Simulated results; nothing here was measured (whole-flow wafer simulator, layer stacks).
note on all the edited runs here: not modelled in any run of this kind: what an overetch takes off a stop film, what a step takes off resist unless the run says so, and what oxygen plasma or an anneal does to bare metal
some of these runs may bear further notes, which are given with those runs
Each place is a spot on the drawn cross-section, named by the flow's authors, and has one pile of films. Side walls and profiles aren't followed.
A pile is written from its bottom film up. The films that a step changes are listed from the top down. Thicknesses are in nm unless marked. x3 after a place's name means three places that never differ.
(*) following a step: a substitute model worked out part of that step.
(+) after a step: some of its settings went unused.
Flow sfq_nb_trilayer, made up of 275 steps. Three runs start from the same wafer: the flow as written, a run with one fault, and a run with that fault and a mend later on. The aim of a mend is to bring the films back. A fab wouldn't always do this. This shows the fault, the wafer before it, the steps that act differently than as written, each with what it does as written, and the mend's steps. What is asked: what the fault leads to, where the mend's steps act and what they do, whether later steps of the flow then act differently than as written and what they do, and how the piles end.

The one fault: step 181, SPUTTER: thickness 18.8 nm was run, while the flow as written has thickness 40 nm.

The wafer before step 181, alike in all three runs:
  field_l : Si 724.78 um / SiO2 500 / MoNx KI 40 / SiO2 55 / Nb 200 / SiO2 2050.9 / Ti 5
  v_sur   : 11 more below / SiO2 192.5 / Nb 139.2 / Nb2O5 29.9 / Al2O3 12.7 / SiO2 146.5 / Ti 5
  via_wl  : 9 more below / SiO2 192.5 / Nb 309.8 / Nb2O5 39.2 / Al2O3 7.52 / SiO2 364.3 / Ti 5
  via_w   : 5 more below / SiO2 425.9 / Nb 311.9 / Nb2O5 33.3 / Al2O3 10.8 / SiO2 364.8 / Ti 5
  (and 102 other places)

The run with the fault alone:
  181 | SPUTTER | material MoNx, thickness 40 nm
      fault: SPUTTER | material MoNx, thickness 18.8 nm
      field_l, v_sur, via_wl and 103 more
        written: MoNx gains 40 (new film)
        fault: MoNx gains 18.8 (new film)
  Steps further on in the flow that do not act as written (11 more steps, not shown, differ only slightly: by at most 2% or 0.5 nm, whichever is larger):
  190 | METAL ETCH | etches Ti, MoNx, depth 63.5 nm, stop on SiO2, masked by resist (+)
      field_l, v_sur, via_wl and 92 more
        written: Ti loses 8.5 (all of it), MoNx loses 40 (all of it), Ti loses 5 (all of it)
        fault: Ti loses 8.5 (all of it), MoNx loses 18.8 (all of it), Ti loses 5 (all of it)
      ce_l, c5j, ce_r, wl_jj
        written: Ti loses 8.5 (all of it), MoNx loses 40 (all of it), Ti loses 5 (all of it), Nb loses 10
        fault: Ti loses 8.5 (all of it), MoNx loses 18.8 (all of it), Ti loses 5 (all of it), Nb loses 31.2
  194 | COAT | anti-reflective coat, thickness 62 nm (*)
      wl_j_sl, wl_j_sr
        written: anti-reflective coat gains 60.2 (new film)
        fault: anti-reflective coat gains 56.8 (new film)
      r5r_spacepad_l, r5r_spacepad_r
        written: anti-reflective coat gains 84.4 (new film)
        fault: anti-reflective coat gains 75.3 (new film)
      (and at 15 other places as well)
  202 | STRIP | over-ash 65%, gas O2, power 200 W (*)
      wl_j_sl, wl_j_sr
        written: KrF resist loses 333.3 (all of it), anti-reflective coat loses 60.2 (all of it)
        fault: KrF resist loses 333.4 (all of it), anti-reflective coat loses 56.8 (all of it)
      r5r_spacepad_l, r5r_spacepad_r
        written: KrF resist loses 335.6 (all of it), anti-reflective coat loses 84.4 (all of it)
        fault: KrF resist loses 334.8 (all of it), anti-reflective coat loses 75.3 (all of it)
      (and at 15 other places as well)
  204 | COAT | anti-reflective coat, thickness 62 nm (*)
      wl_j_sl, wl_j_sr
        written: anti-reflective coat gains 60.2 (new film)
        fault: anti-reflective coat gains 56.8 (new film)
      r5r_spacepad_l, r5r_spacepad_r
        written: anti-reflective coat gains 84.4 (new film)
        fault: anti-reflective coat gains 75.3 (new film)
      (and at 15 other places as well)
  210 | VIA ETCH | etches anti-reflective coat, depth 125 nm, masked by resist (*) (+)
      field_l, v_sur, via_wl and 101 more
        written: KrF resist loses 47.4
        fault: KrF resist loses 48.8
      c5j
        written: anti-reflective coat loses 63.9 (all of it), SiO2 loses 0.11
        fault: anti-reflective coat loses 69.7 (all of it), SiO2 loses 0.09
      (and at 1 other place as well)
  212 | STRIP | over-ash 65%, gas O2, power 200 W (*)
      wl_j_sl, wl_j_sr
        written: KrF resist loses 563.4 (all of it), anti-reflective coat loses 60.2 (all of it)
        fault: KrF resist loses 561.9 (all of it), anti-reflective coat loses 56.8 (all of it)
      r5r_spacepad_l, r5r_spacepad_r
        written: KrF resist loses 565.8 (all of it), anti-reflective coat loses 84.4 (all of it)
        fault: KrF resist loses 563.3 (all of it), anti-reflective coat loses 75.3 (all of it)
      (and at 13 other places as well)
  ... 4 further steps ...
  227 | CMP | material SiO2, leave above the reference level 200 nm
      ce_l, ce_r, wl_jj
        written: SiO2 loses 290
        fault: SiO2 loses 268.8
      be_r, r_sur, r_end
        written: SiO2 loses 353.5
        fault: SiO2 loses 332.3
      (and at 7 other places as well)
  The piles end different from the flow's at ce_l, c5j, ce_r and 8 more by more than 2% or 0.5 nm, whichever is larger.
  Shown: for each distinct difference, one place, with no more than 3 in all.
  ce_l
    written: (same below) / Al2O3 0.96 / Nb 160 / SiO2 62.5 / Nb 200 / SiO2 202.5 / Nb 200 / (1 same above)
    fault: (same below) / Al2O3 0.96 / Nb 138.8 / SiO2 62.5 / Nb 200 / SiO2 223.7 / Nb 200 / (1 same above)
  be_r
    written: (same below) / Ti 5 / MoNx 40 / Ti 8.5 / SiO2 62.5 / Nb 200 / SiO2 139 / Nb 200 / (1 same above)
    fault: (same below) / Ti 5 / MoNx 18.8 / Ti 8.5 / SiO2 62.5 / Nb 200 / SiO2 160.2 / Nb 200 / (1 same above)
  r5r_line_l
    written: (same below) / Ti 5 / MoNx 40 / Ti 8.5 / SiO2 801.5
    fault: (same below) / Ti 5 / MoNx 18.8 / Ti 8.5 / SiO2 822.7

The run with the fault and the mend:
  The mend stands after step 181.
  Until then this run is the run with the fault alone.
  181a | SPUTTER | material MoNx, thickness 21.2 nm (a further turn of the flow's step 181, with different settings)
      field_l, v_sur, via_wl and 103 more
        MoNx gains 21.2
  Later steps of the flow that are run all act as written at every place that is followed.
  By the end, the piles equal the flow's at every place that both follow.
